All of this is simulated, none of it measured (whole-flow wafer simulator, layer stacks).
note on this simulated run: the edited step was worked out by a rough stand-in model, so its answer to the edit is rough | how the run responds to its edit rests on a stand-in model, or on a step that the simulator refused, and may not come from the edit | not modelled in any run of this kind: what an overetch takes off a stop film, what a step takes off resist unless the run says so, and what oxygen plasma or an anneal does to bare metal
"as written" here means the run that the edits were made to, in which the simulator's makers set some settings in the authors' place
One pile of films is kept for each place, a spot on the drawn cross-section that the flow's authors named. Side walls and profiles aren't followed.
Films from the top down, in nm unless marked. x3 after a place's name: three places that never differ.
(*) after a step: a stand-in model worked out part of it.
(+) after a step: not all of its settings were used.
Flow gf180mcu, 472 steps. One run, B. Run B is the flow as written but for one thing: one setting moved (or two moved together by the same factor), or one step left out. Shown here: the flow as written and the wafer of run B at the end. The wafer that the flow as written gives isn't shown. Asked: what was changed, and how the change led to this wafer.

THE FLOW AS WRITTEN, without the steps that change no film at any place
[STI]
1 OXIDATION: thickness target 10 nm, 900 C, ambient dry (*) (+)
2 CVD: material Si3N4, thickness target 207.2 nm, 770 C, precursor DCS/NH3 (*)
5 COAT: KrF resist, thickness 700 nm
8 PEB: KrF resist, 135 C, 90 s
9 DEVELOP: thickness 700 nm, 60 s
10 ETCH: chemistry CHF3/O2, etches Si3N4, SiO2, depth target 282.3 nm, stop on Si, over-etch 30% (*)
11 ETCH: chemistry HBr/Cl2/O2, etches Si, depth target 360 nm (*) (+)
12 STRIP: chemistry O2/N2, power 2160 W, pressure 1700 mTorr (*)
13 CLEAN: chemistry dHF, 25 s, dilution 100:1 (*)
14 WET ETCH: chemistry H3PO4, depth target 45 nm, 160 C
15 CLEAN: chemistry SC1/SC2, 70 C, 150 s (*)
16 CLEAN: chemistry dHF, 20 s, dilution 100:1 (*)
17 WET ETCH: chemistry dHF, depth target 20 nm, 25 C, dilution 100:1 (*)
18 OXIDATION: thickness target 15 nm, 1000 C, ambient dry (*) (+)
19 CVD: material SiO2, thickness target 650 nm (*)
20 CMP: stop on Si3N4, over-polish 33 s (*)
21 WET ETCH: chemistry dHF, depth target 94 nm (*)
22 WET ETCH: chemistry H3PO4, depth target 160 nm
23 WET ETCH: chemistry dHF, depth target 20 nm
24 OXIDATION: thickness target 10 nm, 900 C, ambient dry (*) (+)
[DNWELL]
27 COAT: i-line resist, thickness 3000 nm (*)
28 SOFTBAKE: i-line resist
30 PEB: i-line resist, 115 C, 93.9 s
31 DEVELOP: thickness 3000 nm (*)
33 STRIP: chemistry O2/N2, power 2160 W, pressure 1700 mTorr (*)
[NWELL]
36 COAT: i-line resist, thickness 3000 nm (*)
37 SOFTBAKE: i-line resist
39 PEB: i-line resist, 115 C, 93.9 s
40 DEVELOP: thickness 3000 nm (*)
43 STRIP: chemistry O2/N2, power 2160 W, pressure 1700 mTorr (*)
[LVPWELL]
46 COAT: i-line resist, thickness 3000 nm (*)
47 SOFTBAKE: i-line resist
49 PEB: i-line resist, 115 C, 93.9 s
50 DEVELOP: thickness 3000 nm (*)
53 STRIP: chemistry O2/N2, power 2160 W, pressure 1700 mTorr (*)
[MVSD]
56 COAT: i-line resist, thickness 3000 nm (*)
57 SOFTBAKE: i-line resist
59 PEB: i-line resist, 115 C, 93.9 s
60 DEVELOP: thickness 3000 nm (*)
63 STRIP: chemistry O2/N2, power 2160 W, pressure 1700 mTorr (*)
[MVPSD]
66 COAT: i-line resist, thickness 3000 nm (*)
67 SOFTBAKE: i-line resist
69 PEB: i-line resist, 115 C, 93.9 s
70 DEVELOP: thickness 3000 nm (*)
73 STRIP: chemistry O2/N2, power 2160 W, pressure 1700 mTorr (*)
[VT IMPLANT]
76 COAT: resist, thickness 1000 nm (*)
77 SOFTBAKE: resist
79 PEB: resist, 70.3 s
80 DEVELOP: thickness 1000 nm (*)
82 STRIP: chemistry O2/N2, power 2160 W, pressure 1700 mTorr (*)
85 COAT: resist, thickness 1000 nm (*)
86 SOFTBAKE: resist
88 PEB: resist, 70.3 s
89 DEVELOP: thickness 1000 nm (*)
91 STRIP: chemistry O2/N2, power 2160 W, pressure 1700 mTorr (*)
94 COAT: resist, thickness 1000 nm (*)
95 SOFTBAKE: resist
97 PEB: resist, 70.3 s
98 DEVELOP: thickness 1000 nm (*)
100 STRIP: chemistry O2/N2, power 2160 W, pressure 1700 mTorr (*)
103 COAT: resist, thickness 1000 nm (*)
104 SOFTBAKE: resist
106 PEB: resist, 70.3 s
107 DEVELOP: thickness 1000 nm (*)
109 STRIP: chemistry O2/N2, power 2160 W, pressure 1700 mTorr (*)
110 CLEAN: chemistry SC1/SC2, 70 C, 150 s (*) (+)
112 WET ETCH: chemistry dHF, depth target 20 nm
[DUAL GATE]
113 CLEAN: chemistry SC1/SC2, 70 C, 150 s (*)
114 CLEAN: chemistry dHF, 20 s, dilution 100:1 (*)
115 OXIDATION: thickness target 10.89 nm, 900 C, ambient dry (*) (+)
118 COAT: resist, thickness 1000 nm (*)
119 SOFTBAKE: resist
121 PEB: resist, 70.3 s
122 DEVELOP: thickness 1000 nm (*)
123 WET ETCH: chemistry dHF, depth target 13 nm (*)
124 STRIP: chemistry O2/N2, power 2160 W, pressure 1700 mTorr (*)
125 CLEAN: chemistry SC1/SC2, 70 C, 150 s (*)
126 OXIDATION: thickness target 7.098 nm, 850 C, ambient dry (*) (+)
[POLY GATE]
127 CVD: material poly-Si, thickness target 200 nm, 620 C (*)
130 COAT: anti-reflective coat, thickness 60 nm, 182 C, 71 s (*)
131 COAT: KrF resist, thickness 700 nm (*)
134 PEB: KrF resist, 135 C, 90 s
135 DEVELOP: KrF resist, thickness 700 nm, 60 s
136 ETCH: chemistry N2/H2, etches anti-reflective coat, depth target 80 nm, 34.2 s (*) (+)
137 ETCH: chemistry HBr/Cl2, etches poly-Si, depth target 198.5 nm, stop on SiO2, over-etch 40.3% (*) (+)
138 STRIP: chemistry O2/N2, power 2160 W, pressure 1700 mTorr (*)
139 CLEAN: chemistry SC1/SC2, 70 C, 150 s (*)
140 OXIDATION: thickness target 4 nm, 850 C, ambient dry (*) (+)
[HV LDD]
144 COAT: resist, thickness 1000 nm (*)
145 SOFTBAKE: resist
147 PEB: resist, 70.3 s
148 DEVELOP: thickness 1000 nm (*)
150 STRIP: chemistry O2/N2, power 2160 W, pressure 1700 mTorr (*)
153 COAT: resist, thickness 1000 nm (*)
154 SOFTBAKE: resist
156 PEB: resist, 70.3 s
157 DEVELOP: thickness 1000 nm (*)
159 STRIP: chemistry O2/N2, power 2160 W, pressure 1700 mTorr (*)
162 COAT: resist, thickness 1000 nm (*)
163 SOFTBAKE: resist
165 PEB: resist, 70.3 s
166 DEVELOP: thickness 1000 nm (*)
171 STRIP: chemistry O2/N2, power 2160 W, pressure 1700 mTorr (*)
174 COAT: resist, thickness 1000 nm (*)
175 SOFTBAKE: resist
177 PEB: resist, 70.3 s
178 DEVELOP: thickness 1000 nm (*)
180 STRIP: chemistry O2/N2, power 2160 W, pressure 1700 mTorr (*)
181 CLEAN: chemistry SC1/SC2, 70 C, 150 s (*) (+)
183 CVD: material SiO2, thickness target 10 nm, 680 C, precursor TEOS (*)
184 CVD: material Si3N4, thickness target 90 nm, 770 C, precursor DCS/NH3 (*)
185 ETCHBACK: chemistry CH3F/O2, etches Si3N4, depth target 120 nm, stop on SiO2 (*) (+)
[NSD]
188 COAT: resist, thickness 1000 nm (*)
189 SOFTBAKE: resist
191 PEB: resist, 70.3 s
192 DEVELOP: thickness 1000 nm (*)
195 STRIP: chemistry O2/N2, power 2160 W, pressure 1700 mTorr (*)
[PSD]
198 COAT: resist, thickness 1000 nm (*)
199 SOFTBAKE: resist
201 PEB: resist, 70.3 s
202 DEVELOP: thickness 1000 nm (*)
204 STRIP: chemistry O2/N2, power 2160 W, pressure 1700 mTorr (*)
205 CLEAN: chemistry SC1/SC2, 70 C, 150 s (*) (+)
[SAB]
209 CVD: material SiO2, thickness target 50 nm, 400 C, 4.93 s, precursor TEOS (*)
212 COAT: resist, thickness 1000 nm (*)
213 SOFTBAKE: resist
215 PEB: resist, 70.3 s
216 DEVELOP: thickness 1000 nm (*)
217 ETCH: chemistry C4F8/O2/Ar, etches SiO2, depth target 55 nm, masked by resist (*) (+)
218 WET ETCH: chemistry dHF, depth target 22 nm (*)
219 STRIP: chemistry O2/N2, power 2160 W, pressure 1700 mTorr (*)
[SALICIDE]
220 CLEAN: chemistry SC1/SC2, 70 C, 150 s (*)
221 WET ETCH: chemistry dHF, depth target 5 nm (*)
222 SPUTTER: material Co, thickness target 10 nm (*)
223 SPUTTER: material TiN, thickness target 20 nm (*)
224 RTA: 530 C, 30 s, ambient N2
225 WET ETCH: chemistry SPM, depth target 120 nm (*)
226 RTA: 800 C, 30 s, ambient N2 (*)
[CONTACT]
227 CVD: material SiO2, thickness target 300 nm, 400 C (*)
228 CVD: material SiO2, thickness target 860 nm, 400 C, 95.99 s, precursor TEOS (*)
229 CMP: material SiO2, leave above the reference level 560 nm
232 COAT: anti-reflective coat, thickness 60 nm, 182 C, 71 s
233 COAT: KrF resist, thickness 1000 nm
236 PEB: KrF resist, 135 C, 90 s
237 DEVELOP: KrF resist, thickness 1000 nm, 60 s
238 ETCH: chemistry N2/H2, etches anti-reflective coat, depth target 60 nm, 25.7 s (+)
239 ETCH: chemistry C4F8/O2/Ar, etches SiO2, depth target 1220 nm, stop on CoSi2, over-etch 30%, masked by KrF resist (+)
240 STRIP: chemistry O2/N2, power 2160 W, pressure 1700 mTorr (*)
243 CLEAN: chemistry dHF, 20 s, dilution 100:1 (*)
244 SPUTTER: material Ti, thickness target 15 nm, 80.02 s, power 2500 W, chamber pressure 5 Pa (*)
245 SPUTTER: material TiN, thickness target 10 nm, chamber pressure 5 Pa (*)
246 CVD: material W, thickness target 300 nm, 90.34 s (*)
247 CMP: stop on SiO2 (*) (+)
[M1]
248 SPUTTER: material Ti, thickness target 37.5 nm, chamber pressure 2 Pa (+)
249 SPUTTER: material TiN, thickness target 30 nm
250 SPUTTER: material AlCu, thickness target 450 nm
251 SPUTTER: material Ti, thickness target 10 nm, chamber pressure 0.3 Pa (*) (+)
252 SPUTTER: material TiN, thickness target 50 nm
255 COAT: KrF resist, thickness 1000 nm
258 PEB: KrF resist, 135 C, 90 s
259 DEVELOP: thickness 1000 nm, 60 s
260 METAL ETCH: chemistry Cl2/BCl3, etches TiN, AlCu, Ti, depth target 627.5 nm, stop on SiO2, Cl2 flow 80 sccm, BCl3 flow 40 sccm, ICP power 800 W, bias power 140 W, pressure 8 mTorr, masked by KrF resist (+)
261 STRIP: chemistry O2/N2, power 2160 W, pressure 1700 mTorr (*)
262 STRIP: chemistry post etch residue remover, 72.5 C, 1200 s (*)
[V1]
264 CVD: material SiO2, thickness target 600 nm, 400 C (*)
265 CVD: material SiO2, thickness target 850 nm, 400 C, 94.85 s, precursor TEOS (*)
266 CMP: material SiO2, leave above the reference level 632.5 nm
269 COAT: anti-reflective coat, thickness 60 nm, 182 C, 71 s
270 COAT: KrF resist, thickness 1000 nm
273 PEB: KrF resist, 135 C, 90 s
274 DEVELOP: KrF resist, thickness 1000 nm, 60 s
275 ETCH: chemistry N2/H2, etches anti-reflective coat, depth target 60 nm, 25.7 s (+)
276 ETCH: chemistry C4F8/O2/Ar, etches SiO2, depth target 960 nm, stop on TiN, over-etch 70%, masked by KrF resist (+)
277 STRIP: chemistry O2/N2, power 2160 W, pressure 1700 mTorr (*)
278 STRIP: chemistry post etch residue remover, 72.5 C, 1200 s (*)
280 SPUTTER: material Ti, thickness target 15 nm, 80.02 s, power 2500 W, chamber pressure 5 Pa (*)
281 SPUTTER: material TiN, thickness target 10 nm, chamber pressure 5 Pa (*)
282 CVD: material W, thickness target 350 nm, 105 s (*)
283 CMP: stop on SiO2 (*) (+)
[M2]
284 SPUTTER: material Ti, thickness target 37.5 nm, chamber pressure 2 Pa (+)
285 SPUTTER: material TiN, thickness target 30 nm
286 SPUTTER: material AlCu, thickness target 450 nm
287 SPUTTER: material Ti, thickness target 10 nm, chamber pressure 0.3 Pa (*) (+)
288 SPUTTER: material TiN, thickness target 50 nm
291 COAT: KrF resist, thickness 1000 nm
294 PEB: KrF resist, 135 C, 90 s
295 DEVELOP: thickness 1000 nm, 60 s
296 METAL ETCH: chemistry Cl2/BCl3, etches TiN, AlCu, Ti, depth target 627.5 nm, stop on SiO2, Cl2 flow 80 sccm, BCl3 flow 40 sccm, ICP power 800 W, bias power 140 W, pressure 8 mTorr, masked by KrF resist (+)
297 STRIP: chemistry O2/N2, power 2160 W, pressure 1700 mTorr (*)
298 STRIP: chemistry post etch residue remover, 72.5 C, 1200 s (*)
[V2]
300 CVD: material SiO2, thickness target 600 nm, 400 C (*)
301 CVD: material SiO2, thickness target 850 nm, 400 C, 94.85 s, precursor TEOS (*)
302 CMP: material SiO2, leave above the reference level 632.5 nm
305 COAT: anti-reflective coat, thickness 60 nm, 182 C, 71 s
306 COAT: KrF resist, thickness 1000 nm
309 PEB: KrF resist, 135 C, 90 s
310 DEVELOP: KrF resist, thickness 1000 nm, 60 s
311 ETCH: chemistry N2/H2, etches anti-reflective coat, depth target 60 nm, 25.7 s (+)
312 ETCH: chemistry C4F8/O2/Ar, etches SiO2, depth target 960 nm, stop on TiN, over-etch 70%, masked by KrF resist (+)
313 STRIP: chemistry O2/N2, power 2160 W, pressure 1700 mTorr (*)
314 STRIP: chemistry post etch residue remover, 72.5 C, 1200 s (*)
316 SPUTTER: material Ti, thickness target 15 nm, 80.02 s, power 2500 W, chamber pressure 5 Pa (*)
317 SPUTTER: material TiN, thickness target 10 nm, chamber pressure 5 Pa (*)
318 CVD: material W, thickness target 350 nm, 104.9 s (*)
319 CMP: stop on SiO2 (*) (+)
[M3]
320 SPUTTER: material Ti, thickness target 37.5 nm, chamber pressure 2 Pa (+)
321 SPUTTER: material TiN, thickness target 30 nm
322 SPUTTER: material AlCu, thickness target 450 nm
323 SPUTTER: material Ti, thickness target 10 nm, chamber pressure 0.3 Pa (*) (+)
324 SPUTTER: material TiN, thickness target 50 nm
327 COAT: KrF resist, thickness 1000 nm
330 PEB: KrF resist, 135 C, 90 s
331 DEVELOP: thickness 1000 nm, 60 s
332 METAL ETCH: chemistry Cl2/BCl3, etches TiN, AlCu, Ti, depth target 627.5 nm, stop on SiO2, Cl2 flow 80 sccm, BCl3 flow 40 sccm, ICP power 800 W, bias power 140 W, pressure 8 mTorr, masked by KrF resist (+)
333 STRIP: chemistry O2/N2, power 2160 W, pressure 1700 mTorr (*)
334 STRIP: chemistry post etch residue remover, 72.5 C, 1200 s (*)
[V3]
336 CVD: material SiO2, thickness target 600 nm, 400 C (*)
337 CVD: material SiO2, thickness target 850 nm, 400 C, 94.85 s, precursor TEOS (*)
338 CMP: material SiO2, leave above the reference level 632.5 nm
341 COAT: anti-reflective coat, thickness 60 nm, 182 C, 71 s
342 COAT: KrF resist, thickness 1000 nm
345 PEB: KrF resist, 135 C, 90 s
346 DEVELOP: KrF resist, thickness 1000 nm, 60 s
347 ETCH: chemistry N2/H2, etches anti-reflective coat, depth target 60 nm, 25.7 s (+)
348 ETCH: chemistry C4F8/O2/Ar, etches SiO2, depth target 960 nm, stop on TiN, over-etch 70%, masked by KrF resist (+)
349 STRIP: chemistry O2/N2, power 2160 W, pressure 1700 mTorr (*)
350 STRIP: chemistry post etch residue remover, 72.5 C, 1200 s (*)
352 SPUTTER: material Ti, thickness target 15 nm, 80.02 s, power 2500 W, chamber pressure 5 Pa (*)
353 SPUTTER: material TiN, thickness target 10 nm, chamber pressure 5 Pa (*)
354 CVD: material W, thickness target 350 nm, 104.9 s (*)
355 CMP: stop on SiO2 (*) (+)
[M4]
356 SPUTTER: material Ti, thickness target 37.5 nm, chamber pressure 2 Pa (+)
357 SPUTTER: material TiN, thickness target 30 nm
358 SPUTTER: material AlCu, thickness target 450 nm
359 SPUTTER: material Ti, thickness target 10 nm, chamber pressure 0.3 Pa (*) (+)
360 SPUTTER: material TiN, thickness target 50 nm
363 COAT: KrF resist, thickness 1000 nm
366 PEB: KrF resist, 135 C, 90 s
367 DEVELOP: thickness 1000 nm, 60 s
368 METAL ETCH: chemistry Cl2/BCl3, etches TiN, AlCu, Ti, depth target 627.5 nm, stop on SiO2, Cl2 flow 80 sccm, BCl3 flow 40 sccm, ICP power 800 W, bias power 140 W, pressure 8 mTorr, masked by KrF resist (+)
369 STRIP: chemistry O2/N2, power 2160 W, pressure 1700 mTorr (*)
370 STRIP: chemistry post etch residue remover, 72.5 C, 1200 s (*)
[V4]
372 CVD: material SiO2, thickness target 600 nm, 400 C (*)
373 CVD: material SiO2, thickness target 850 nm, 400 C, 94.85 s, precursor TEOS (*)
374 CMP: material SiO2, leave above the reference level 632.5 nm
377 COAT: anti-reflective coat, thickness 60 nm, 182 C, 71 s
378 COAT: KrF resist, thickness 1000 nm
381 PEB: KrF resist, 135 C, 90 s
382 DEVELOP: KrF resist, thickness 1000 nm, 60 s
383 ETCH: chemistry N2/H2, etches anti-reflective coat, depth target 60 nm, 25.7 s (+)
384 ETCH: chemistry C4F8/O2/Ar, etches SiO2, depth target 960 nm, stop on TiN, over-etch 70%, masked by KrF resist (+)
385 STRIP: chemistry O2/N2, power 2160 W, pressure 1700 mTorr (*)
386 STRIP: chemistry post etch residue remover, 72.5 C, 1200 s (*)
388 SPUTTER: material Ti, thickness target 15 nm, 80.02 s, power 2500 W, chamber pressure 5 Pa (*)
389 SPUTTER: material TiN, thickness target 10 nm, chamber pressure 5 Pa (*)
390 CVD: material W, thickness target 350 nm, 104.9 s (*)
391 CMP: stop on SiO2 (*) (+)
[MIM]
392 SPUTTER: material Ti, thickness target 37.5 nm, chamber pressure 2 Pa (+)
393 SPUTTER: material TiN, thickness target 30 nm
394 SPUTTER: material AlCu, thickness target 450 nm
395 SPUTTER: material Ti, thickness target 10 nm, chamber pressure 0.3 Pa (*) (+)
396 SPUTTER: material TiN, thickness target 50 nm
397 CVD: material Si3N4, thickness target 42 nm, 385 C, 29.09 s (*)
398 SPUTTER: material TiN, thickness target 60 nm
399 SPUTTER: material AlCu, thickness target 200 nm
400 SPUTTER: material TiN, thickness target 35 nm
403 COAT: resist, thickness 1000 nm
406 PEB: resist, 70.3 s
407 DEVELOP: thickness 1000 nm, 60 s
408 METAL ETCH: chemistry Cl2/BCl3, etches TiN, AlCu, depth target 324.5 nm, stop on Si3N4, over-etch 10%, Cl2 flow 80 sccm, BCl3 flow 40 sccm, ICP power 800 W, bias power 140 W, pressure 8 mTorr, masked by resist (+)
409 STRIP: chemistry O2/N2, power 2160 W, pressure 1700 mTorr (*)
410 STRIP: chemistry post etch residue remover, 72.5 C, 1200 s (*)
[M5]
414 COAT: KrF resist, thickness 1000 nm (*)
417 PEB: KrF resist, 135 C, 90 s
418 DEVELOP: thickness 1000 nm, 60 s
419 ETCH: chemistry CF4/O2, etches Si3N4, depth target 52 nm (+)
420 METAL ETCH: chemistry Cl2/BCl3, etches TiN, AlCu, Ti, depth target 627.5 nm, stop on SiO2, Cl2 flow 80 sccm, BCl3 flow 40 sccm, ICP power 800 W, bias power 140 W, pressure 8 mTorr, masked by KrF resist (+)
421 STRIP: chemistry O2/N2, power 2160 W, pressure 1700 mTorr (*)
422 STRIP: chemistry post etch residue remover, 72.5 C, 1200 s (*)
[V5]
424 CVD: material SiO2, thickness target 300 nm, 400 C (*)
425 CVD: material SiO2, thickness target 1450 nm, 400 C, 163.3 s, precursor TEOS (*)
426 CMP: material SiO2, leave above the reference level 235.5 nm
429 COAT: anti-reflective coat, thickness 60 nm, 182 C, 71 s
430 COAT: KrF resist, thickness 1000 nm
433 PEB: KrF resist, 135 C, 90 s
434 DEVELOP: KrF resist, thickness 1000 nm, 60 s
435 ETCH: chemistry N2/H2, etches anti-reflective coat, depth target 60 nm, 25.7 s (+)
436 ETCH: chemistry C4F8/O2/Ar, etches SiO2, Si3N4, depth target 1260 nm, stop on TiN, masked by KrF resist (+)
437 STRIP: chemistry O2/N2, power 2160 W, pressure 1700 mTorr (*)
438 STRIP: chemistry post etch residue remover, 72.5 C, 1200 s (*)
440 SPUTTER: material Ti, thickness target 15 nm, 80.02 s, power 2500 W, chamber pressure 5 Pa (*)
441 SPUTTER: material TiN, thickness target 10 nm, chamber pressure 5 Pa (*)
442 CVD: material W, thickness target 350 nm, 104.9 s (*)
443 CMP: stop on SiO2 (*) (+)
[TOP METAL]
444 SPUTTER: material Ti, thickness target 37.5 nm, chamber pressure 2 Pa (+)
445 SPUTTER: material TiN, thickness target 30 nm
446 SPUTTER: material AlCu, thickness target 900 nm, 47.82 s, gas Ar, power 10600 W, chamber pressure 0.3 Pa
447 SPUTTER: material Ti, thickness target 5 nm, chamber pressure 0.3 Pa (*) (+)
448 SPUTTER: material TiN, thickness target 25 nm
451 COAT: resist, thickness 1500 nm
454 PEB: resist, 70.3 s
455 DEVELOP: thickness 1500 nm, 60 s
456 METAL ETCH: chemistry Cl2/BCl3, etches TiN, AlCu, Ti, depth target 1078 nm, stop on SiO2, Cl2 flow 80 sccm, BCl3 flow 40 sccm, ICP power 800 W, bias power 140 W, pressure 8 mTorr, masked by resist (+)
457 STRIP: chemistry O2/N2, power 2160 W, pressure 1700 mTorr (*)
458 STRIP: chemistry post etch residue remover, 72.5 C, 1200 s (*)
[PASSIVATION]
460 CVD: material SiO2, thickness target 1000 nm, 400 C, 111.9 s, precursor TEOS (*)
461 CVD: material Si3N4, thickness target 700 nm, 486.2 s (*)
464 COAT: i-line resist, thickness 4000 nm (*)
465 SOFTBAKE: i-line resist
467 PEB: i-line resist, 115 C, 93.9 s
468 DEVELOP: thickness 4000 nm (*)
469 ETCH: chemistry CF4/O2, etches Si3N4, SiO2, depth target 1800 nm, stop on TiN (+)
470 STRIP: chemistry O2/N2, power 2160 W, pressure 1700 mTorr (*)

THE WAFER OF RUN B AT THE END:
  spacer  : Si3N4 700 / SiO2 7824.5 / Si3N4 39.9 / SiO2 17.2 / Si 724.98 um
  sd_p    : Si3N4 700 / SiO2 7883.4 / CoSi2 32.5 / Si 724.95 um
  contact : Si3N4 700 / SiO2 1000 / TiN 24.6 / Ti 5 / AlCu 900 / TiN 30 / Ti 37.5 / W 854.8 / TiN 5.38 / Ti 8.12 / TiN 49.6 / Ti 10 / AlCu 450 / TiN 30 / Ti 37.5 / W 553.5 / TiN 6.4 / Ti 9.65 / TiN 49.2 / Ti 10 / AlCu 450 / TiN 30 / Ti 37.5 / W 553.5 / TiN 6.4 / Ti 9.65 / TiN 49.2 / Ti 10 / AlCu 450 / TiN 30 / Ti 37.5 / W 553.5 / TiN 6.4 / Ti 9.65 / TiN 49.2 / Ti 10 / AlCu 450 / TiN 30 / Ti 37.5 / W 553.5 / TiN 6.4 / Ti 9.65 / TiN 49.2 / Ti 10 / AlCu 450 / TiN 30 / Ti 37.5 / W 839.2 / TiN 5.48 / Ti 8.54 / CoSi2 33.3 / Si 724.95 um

The cause: step 184, CVD: thickness target 44.1 nm was run, where the flow has thickness target 90 nm.

How the change led to this, step by step:
  184 CVD: material Si3N4, thickness target 90 nm, 770 C, precursor DCS/NH3 (*)
      field, field__w1, field__w2 and 101 more: Si3N4 +44.1 (new film) (as written it would be: Si3N4 +90 (new film))
  185 ETCHBACK: chemistry CH3F/O2, etches Si3N4, depth target 120 nm, stop on SiO2 (*) (+)
      field, field__w1, field__w2 and 67 more: Si3N4 -44.1 (all of it), SiO2 -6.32 (as written it would be: Si3N4 -90 (all of it), SiO2 -2.5)
      gate, gate_hv, gate_p and 30 more: Si3N4 -44.1 (all of it), SiO2 -6.33 (as written it would be: Si3N4 -90 (all of it), SiO2 -2.5)
  188 COAT: resist, thickness 1000 nm (*)
      spacer: resist +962 (new film) (as written it would be: resist +920.2 (new film))
  189 SOFTBAKE: resist
      ld_drn_p: nothing (as written it would be: resist -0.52)
      field: resist +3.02 (as written it would be: resist +3.56)
      (and at 24 more places)
  191 PEB: resist, 70.3 s
      spacer: resist -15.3 (as written it would be: resist -14.3)
  192 DEVELOP: thickness 1000 nm (*)
      spacer: resist -946.7 (all of it) (as written it would be: resist -905.9 (all of it))
  198 COAT: resist, thickness 1000 nm (*)
      spacer: resist +962 (new film) (as written it would be: resist +920.2 (new film))
  199 SOFTBAKE: resist
      ld_drn_p: nothing (as written it would be: resist -0.52)
      field: resist +3.02 (as written it would be: resist +3.56)
      (and at 24 more places)
  201 PEB: resist, 70.3 s
      spacer: resist -15.3 (as written it would be: resist -14.3)
  204 STRIP: chemistry O2/N2, power 2160 W, pressure 1700 mTorr (*)
      spacer: resist -946.7 (all of it) (as written it would be: resist -905.9 (all of it))
  212 COAT: resist, thickness 1000 nm (*)
      spacer: resist +961.1 (new film) (as written it would be: resist +919.4 (new film))
  213 SOFTBAKE: resist
      field__w9: resist +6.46 (as written it would be: resist -3.11)
      field__w1: resist +4.9 (as written it would be: resist +5.43)
      (and at 23 more places)
  215 PEB: resist, 70.3 s
      spacer: resist -15.2 (as written it would be: resist -14.3)
  216 DEVELOP: thickness 1000 nm (*)
      spacer: resist -945.9 (all of it) (as written it would be: resist -905.1 (all of it))
  218 WET ETCH: chemistry dHF, depth target 22 nm (*)
      gate, gate_hv, gate_p and 23 more: SiO2 -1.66 (all of it) (as written it would be: SiO2 -5.48 (all of it))
      active, p_well, sd_n, iso_ptap_pw, iso_ntap_nw, iso_ptap_sub, vpnp_e: SiO2 -5.19 (all of it) (as written it would be: SiO2 -9.01 (all of it))
      (and at 16 more places)
  222 SPUTTER: material Co, thickness target 10 nm (*)
      field__w2: Co +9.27 (new film) (as written it would be: Co +8.65 (new film))
      field__w3: Co +8.89 (new film) (as written it would be: Co +8.06 (new film))
      (and at 4 more places)
  ... 4 more steps ...
  229 CMP: material SiO2, leave above the reference level 560 nm
      field__w3: SiO2 -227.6 (as written it would be: SiO2 -232.3)
      field__w12: SiO2 -227.4 (as written it would be: SiO2 -232.1)
      (and at 2 more places)
